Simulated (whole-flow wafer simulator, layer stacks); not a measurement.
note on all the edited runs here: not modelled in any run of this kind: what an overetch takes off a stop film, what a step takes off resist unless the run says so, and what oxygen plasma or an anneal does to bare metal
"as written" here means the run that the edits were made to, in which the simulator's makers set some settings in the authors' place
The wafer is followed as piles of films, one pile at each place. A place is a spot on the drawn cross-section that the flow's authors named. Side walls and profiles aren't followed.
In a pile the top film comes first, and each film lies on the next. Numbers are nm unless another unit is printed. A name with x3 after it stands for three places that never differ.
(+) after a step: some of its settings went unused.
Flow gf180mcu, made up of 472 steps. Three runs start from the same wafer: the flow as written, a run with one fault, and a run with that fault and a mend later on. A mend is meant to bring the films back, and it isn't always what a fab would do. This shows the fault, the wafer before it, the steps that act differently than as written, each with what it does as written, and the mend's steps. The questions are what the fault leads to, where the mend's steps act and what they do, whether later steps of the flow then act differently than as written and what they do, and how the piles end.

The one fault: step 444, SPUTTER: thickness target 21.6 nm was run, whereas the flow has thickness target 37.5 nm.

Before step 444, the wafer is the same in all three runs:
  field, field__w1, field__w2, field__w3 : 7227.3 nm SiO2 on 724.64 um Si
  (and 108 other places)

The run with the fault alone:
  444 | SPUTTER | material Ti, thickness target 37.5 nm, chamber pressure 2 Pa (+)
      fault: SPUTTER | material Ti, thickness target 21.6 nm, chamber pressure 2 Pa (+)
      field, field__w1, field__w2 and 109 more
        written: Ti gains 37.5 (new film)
        fault: Ti gains 21.6 (new film)
  Steps later in the flow that act otherwise than as written (not shown: 4 more steps that differ only slightly, by at most 2% or 0.5 nm, whichever is larger):
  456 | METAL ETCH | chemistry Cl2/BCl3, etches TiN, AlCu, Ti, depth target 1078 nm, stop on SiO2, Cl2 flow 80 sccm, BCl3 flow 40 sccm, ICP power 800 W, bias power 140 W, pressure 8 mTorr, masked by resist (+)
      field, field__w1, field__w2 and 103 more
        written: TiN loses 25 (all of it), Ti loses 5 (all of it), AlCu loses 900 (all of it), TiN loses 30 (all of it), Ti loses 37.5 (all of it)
        fault: TiN loses 25 (all of it), Ti loses 5 (all of it), AlCu loses 900 (all of it), TiN loses 30 (all of it), Ti loses 21.6 (all of it)
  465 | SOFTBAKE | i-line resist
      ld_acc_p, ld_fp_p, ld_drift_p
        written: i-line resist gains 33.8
        fault: i-line resist gains 33
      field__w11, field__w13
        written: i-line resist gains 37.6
        fault: i-line resist gains 36.7
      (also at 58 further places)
  The piles end different from the flow's at field__w8, contact, m1, m1__w1, pad, m1_nw by more than 2% or 0.5 nm, whichever is larger.
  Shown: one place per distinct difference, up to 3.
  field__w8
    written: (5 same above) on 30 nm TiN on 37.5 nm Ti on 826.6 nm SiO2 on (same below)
    fault: (5 same above) on 30 nm TiN on 21.6 nm Ti on 826.6 nm SiO2 on (same below)
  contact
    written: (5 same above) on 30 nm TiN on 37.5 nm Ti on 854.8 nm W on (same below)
    fault: (5 same above) on 30 nm TiN on 21.6 nm Ti on 854.8 nm W on (same below)
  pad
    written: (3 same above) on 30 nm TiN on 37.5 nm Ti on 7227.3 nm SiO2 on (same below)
    fault: (3 same above) on 30 nm TiN on 21.6 nm Ti on 7227.3 nm SiO2 on (same below)

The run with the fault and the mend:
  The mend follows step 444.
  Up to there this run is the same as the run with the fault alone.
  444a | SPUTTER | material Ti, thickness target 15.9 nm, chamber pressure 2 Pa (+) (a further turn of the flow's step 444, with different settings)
      field, field__w1, field__w2 and 109 more
        Ti gains 15.9
  Every later step of the flow that is run acts as written at every place that is followed.
  At every place that both follow, the piles at the end match the flow's.
